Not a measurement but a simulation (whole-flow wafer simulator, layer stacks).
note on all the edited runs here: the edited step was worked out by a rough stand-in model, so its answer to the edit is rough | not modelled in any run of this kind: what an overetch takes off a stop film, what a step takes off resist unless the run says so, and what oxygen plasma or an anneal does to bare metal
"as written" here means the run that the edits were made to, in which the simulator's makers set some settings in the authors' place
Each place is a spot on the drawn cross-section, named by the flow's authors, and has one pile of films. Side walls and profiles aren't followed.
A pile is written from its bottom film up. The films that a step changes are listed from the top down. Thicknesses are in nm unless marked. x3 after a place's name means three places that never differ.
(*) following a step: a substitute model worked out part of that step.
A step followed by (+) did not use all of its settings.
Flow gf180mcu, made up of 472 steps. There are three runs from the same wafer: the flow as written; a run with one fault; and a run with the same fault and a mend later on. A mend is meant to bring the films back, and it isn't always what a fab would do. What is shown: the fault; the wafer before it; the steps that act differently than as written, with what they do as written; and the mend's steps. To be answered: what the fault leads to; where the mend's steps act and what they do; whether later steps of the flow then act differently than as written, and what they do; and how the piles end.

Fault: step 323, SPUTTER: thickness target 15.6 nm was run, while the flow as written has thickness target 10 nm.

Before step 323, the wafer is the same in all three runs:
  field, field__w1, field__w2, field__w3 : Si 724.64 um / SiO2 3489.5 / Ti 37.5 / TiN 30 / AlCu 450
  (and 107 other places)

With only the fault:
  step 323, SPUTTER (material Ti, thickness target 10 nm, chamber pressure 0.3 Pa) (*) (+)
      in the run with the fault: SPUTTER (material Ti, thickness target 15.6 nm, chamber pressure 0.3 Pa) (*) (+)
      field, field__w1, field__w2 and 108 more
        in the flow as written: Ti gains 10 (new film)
        in the run with the fault: Ti gains 15.6 (new film)
  Steps later in the flow that act otherwise than as written (5 more steps, not shown, differ only slightly: by at most 2% or 0.5 nm, whichever is larger):
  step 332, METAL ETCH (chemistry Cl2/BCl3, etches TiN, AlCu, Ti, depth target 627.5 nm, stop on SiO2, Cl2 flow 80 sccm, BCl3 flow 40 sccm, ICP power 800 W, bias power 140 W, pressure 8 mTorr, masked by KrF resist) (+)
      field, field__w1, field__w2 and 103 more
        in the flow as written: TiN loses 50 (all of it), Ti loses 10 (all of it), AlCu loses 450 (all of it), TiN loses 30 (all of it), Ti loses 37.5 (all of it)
        in the run with the fault: TiN loses 50 (all of it), Ti loses 15.6 (all of it), AlCu loses 450 (all of it), TiN loses 30 (all of it), Ti loses 37.5 (all of it)
  At field__w8, contact, m1, m1__w1, m1_nw, the piles at the end differ from the flow's by more than 2% or 0.5 nm, whichever is larger.
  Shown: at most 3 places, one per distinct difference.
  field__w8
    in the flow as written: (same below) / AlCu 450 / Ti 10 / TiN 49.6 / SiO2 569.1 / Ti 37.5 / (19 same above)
    in the run with the fault: (same below) / AlCu 450 / Ti 15.6 / TiN 49.6 / SiO2 563.5 / Ti 37.5 / (19 same above)
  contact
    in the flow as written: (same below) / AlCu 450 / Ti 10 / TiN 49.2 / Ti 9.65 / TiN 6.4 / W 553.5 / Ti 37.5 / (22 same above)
    in the run with the fault: (same below) / AlCu 450 / Ti 15.6 / TiN 49.2 / Ti 9.68 / TiN 6.42 / W 547.8 / Ti 37.5 / (22 same above)

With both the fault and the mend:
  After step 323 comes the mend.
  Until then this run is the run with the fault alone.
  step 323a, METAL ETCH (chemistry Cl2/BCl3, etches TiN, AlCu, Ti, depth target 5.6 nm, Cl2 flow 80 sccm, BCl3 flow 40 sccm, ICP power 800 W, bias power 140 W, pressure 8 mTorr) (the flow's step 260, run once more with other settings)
      field, field__w1, field__w2 and 108 more
        Ti loses 5.6
  Every later step of the flow that is run acts as written at every place that is followed.
  At every place that both follow, the piles at the end match the flow's.
